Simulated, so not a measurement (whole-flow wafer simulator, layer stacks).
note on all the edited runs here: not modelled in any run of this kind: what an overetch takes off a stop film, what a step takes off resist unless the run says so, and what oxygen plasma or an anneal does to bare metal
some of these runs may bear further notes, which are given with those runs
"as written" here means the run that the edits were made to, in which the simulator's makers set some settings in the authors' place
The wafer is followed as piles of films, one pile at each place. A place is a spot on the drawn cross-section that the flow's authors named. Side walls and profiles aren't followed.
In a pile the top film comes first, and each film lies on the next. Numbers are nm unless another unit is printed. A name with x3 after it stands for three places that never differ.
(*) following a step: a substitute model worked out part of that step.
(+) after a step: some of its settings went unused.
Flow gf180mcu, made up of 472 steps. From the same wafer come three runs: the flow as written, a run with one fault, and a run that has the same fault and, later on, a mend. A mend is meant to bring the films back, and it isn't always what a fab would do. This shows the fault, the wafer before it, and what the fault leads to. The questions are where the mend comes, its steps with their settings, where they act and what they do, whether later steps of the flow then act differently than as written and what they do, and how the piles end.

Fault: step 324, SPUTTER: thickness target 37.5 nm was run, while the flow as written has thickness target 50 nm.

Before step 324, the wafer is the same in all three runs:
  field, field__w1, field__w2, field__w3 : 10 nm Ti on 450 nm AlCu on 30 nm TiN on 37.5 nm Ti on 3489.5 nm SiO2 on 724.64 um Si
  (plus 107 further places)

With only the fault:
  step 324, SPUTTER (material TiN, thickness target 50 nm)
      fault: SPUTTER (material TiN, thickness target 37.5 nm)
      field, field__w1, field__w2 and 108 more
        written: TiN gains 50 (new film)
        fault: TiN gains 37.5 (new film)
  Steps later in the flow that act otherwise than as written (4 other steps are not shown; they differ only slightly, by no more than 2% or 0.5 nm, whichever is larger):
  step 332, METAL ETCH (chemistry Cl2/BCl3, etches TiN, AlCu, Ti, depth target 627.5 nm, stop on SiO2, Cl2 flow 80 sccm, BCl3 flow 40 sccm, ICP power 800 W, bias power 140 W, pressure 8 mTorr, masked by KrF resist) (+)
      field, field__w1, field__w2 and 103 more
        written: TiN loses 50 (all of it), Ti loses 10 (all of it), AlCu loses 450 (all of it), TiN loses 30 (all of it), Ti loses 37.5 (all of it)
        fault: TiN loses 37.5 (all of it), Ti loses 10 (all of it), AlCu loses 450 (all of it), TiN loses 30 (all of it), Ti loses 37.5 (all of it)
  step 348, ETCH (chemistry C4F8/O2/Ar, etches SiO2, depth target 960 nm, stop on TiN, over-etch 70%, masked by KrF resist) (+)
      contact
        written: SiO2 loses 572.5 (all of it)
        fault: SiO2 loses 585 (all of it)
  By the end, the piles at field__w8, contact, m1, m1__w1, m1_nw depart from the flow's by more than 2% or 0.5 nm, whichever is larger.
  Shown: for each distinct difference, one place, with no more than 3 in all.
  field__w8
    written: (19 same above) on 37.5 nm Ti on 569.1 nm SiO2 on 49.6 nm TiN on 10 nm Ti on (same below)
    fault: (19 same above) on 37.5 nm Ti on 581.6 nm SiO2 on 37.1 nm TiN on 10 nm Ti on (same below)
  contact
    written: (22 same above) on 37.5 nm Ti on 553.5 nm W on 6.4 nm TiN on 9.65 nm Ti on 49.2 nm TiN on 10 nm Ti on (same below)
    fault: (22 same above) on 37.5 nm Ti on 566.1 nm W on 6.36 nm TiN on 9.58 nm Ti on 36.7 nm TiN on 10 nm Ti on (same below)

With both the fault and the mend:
  The mend stands after step 331.
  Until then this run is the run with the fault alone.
  step 331a, STRIP (chemistry O2/N2, power 2160 W, pressure 1700 mTorr) (*)
      field__w8, contact, m1, m1__w1, m1_nw
        KrF resist loses 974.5 (all of it)
  step 331b, SPUTTER (material TiN, thickness target 12.5 nm) (the flow's step 324, run once more with other settings)
      field, field__w1, field__w2 and 108 more
        TiN gains 12.5
  step 331c, HMDS (120 C, 60 s) (the flow's step 326, run once more)
      does not change any film at any place that is followed
  step 331d, COAT (KrF resist, thickness 1000 nm) (the flow's step 327, run once more)
      field, field__w1, field__w2 and 108 more
        KrF resist gains 1000 (new film)
  step 331e, SOFTBAKE (KrF resist) (the flow's step 328, run once more)
      does not change any film at any place that is followed
  step 331f, EXPOSE (photomask Metal3) (the flow's step 329, run once more)
      does not change any film at any place that is followed
  step 331g, PEB (KrF resist, 135 C, 90 s) (the flow's step 330, run once more)
      field, field__w1, field__w2 and 108 more
        KrF resist loses 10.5
  step 331h, DEVELOP (thickness 1000 nm, 60 s) (the flow's step 331, run once more)
      field, field__w1, field__w2 and 103 more
        KrF resist loses 989.5 (all of it)
      field__w8, contact, m1, m1__w1, m1_nw
        KrF resist loses 14.9
  Every later step of the flow that is run acts as written at every place that is followed.
  At every place that both follow, the piles at the end match the flow's.
